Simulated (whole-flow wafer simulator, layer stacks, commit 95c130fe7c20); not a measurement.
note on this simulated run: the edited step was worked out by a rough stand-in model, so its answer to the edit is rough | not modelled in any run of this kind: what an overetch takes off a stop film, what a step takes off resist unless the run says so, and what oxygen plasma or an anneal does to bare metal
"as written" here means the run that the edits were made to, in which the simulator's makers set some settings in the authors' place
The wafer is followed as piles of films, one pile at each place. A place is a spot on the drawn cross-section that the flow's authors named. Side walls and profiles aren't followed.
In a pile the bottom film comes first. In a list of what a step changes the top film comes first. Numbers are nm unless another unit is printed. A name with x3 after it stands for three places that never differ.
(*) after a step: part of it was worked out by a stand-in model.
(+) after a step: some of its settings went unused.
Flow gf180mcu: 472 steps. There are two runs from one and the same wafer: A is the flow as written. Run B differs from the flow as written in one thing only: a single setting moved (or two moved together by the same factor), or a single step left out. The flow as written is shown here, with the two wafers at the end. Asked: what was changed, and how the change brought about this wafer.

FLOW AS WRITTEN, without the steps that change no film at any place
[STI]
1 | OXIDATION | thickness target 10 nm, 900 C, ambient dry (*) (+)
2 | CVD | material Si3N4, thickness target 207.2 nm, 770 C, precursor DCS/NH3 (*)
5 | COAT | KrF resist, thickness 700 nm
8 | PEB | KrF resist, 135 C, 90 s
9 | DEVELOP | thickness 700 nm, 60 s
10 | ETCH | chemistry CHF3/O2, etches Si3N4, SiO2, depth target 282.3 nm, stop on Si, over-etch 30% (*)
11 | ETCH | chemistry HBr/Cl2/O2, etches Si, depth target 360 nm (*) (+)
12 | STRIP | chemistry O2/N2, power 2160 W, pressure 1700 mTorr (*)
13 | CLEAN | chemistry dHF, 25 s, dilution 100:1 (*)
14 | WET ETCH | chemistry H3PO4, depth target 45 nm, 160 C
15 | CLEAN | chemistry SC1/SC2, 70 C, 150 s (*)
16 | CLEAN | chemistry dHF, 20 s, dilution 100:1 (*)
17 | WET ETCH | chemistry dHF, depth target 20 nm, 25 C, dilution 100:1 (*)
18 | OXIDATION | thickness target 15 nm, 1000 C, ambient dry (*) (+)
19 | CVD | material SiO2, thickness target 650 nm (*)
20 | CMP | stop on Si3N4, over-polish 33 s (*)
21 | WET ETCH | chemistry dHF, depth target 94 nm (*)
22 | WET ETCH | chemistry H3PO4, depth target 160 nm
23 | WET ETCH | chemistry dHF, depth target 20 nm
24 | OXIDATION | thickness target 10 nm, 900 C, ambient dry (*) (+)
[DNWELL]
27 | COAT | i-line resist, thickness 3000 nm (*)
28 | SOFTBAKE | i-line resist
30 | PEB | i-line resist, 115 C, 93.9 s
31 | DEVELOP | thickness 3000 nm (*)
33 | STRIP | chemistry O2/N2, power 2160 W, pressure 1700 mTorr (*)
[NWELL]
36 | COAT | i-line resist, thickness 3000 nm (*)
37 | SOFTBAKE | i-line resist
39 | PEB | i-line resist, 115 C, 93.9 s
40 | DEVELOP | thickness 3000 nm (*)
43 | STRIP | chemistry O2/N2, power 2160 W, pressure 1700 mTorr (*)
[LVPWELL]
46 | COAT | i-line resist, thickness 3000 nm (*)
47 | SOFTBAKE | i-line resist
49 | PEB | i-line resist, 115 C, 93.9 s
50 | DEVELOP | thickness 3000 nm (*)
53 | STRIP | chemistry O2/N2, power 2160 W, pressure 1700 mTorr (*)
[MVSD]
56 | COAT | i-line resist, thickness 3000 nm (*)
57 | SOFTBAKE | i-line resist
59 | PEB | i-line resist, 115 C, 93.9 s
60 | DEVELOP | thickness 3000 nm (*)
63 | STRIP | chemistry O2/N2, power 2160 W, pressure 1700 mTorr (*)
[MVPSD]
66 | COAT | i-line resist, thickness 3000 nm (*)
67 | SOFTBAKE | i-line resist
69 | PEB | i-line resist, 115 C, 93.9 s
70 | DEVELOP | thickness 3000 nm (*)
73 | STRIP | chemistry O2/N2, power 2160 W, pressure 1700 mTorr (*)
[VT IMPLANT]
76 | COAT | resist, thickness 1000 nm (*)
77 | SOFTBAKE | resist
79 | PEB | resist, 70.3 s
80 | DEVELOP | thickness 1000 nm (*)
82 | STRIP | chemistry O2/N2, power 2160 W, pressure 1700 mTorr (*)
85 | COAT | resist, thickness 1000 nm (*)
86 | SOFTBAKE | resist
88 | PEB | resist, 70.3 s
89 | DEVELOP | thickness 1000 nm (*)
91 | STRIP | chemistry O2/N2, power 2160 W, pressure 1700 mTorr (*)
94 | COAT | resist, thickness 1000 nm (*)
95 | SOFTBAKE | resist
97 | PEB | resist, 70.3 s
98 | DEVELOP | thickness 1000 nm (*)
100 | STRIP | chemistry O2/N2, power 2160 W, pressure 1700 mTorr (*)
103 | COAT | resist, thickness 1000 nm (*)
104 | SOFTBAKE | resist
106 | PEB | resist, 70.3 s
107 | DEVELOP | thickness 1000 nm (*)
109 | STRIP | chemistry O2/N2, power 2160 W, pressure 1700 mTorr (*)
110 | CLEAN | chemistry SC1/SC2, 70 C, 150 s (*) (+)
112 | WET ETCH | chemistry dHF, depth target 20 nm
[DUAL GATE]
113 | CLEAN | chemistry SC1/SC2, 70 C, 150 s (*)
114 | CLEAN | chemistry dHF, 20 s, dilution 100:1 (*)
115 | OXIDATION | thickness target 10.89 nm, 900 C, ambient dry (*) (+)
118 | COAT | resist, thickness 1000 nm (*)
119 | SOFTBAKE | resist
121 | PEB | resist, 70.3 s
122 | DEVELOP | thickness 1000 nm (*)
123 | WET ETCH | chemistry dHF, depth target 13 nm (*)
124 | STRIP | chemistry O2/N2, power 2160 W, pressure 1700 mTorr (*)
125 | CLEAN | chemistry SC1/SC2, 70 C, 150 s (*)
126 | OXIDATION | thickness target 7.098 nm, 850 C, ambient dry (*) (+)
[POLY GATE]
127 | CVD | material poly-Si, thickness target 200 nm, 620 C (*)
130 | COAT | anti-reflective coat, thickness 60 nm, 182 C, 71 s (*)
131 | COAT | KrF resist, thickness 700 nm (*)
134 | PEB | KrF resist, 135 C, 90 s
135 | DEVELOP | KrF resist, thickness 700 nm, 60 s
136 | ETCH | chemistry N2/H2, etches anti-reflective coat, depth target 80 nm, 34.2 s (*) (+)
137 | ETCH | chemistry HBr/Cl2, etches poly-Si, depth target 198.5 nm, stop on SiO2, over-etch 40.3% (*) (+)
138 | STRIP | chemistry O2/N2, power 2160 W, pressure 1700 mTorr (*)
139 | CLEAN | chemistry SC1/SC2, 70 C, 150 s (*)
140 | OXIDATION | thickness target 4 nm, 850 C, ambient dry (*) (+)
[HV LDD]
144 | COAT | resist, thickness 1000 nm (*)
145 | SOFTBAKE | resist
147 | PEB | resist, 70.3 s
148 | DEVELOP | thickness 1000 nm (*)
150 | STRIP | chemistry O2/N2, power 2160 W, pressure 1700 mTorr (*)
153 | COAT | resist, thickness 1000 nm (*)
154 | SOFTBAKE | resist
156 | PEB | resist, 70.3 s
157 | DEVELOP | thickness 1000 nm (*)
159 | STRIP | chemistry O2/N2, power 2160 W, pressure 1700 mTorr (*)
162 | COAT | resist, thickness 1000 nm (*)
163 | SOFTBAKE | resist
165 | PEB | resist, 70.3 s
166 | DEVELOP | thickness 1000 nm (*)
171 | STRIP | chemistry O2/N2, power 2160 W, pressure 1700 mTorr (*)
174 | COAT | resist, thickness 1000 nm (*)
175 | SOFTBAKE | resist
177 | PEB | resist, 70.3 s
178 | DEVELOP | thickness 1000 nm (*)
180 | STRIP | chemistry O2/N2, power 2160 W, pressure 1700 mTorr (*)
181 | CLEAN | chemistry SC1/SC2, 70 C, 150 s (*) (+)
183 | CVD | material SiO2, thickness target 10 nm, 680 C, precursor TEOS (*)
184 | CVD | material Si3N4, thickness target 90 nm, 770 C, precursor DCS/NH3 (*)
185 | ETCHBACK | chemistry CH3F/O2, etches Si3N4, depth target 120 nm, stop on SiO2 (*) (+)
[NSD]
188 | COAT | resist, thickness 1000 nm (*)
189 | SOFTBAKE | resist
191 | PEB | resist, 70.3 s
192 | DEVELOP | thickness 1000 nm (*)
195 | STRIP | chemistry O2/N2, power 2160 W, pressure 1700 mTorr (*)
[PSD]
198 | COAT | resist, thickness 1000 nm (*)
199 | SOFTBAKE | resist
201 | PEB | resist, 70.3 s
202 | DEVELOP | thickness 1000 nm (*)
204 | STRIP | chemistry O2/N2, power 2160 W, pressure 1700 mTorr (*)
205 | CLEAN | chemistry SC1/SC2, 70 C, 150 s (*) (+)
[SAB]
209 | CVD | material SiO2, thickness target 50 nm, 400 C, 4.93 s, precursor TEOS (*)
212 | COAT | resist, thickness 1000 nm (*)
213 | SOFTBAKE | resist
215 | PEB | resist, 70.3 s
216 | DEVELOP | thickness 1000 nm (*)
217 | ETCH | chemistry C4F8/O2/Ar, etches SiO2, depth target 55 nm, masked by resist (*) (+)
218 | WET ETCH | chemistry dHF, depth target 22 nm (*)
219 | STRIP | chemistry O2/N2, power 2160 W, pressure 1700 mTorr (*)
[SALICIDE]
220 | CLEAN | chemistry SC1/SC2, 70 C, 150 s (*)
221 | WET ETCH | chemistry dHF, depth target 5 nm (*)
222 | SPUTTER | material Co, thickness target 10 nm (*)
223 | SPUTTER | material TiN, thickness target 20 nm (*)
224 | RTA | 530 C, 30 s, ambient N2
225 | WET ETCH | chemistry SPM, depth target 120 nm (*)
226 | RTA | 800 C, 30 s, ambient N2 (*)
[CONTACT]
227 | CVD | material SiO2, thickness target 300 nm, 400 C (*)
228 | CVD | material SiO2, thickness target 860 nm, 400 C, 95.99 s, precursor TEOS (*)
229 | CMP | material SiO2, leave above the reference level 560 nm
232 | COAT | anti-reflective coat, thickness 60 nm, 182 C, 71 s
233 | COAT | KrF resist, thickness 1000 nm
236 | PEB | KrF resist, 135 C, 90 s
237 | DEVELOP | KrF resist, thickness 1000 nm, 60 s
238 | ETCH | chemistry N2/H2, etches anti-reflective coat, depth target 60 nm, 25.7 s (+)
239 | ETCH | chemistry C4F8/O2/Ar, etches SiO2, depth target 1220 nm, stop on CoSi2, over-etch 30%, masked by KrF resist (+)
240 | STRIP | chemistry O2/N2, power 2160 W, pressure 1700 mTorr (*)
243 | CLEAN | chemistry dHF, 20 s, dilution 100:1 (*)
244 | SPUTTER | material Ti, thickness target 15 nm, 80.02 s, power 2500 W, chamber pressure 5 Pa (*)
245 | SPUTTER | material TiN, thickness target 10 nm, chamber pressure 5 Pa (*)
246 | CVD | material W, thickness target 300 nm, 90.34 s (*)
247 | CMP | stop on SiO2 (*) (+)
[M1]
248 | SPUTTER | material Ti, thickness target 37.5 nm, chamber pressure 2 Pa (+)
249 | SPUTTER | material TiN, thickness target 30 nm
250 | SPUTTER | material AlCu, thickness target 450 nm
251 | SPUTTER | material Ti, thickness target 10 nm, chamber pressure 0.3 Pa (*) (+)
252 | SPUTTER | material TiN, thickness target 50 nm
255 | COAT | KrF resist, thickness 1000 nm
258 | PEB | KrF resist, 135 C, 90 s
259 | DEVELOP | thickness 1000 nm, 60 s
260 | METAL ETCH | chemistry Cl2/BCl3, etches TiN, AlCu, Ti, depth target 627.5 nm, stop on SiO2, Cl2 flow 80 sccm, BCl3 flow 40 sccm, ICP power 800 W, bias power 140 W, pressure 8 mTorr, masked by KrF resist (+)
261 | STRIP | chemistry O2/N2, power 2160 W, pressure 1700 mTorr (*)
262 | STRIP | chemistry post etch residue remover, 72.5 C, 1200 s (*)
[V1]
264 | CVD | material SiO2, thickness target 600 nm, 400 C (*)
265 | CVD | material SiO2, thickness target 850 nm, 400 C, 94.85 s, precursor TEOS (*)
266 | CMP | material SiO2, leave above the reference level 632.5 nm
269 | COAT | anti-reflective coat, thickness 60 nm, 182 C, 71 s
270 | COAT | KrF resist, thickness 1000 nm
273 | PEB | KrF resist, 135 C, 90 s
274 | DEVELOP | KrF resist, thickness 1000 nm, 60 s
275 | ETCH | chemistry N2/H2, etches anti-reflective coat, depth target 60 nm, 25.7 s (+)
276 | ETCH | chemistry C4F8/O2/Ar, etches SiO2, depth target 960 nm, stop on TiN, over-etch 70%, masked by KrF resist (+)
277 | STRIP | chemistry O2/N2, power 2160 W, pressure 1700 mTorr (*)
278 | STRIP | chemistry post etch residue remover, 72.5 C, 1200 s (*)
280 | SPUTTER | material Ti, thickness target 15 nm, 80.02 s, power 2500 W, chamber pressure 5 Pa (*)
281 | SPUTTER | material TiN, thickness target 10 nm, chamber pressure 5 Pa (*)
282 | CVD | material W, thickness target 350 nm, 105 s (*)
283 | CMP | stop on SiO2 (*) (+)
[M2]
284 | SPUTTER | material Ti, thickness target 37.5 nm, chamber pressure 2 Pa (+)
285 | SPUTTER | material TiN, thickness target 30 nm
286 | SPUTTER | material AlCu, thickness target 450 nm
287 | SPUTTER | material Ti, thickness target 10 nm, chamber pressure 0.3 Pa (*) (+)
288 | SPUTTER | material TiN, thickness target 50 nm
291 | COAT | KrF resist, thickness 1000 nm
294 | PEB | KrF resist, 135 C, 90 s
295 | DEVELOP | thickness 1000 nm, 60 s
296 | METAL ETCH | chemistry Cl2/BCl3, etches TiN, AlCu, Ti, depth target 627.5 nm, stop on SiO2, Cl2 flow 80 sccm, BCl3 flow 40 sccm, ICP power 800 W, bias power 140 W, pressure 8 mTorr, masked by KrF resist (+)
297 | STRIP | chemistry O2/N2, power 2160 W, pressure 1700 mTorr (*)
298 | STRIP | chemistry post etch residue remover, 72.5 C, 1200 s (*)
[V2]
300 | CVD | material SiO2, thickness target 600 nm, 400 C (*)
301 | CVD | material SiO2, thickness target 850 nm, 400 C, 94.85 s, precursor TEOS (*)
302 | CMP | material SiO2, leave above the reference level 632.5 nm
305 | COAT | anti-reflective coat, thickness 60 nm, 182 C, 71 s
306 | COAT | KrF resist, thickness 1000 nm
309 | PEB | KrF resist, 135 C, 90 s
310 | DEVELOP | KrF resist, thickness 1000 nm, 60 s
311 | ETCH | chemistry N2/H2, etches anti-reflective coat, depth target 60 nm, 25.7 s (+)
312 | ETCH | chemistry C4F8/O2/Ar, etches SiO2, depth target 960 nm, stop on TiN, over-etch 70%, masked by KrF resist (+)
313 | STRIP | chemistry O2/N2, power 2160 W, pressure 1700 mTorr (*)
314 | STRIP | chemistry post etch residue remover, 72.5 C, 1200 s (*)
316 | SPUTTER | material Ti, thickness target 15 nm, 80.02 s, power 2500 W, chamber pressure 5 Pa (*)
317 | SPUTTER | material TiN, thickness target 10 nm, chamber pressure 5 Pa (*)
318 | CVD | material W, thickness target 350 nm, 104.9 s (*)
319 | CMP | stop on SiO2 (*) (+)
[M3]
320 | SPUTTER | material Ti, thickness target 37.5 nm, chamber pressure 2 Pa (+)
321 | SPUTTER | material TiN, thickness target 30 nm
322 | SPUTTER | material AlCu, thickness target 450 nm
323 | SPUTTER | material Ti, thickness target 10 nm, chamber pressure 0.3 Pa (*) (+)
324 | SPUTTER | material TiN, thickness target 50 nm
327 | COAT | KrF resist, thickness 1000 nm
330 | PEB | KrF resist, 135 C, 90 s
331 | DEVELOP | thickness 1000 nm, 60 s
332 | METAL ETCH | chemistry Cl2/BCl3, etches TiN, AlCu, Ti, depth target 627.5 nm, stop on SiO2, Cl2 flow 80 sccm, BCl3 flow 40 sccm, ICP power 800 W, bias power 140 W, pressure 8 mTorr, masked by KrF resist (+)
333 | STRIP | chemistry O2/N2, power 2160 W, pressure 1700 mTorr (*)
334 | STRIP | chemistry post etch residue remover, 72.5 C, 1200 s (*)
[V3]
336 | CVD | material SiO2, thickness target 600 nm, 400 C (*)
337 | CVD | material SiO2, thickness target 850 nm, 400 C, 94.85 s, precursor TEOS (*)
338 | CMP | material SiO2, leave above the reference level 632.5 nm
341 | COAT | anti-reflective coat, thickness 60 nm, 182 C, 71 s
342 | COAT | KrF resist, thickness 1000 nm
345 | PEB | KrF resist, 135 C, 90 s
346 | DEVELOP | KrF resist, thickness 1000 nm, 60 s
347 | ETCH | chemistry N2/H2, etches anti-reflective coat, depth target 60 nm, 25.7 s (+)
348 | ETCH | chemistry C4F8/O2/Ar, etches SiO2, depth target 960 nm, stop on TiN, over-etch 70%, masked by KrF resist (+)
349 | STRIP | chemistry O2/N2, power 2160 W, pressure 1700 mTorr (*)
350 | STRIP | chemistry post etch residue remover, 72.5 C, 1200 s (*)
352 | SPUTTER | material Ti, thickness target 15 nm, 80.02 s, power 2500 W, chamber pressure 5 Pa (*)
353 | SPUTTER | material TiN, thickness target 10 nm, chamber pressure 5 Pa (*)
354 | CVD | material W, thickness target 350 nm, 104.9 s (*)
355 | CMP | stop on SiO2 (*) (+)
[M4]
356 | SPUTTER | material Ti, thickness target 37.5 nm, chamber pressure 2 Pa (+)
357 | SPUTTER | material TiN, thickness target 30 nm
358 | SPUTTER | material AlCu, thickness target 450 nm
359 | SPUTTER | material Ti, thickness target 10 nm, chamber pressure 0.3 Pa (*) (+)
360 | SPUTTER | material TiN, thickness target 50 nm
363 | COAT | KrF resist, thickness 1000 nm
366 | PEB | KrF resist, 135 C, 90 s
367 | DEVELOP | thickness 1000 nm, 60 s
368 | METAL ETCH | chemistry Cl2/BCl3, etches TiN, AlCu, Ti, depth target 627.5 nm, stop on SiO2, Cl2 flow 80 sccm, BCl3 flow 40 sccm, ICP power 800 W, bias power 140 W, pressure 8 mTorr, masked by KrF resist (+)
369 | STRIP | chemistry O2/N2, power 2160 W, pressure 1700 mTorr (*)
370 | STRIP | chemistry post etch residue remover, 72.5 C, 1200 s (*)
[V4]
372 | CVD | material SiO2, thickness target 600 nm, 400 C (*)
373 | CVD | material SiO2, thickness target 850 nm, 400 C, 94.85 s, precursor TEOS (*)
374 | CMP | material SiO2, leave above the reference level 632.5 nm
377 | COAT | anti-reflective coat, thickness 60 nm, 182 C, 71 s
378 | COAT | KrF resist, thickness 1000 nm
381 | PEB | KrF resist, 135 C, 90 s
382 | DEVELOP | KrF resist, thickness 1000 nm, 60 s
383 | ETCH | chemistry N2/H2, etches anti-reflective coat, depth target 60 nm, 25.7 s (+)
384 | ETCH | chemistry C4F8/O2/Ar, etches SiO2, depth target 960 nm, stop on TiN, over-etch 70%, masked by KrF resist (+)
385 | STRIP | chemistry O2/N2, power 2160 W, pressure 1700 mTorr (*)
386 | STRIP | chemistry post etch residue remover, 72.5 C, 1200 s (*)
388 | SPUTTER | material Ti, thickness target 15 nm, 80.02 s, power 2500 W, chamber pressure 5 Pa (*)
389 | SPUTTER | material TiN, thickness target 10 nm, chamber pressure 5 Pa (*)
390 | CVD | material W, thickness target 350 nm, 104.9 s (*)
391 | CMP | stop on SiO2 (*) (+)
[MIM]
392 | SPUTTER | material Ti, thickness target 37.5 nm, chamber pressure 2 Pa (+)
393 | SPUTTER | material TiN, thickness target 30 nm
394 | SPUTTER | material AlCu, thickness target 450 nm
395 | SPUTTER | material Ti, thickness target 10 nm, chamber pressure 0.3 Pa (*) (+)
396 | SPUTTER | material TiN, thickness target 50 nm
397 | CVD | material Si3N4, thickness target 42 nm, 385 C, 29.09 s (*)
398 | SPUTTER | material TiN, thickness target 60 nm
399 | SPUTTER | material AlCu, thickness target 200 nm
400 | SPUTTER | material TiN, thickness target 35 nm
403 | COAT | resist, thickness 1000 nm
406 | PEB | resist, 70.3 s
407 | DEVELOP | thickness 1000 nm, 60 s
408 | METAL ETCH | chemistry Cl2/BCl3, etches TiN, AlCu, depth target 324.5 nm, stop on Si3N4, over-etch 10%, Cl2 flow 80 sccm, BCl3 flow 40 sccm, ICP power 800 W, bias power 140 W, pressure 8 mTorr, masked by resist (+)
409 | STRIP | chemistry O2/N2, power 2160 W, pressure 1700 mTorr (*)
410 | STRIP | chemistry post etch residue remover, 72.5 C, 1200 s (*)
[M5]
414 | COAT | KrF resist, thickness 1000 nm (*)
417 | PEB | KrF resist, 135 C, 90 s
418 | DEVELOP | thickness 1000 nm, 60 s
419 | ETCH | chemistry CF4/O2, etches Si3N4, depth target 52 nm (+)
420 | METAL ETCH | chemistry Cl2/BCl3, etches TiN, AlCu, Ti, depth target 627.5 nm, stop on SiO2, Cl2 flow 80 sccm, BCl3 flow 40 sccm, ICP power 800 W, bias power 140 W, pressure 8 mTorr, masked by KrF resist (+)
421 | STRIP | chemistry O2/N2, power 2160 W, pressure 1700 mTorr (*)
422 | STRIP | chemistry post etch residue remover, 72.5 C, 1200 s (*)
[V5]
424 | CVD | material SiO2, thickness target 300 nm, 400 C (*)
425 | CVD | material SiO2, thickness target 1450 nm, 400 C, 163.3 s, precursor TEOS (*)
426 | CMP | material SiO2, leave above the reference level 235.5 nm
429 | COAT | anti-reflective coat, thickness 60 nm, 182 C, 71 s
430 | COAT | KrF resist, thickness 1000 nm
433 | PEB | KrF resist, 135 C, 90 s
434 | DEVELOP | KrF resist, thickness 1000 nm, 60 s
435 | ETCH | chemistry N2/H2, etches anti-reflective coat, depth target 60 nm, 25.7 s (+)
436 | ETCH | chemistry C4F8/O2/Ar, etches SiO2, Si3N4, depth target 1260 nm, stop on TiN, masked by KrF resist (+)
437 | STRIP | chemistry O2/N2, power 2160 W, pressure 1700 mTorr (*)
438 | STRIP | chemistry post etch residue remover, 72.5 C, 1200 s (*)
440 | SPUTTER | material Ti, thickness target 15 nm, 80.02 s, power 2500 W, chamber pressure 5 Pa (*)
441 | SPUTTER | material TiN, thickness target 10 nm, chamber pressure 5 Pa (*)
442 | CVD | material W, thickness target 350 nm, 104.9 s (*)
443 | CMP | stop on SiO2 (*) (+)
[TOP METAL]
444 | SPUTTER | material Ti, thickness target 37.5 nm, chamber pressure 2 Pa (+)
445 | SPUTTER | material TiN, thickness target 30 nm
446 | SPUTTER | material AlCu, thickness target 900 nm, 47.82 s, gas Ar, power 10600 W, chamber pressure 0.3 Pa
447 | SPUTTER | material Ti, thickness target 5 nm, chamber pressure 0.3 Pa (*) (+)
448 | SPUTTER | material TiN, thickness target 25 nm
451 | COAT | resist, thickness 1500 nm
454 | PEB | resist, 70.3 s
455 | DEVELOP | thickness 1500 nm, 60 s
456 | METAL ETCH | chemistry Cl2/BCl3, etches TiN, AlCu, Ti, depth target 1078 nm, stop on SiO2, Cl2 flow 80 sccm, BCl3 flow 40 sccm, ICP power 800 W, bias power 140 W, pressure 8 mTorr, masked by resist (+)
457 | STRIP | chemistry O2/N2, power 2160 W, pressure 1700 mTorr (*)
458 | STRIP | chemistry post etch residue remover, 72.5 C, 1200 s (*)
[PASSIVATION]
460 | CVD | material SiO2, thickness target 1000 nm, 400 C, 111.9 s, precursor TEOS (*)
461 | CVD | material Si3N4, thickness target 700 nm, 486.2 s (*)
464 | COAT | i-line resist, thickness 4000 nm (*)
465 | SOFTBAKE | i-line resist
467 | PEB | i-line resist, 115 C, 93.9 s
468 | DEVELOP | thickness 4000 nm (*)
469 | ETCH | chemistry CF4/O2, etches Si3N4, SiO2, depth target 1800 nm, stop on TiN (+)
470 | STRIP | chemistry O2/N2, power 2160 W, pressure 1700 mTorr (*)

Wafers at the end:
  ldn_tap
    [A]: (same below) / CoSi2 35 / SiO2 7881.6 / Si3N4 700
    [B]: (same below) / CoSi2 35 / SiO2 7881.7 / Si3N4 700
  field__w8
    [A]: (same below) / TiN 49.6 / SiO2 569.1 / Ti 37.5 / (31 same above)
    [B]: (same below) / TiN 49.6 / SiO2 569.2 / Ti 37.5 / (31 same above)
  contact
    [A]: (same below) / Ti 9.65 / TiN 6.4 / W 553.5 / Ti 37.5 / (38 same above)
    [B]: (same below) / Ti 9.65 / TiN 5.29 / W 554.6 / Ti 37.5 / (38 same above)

What caused this: step 281, SPUTTER: thickness target 8.25 nm was run, whereas the flow has thickness target 10 nm.

Step by step, how the change led to this:
  281 | SPUTTER | material TiN, thickness target 10 nm, chamber pressure 5 Pa (*)
      field, field__w1, field__w2 and 107 more: A TiN gains 10 (new film) | B TiN gains 8.25 (new film)
      contact: A TiN gains 6.4 (new film) | B TiN gains 5.29 (new film)
  283 | CMP | stop on SiO2 (*) (+)
      field, field__w1, field__w2 and 107 more: A W loses 350 (all of it), TiN loses 10 (all of it), Ti loses 15 (all of it), SiO2 loses 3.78 | B W loses 350 (all of it), TiN loses 8.25 (all of it), Ti loses 15 (all of it), SiO2 loses 3.77
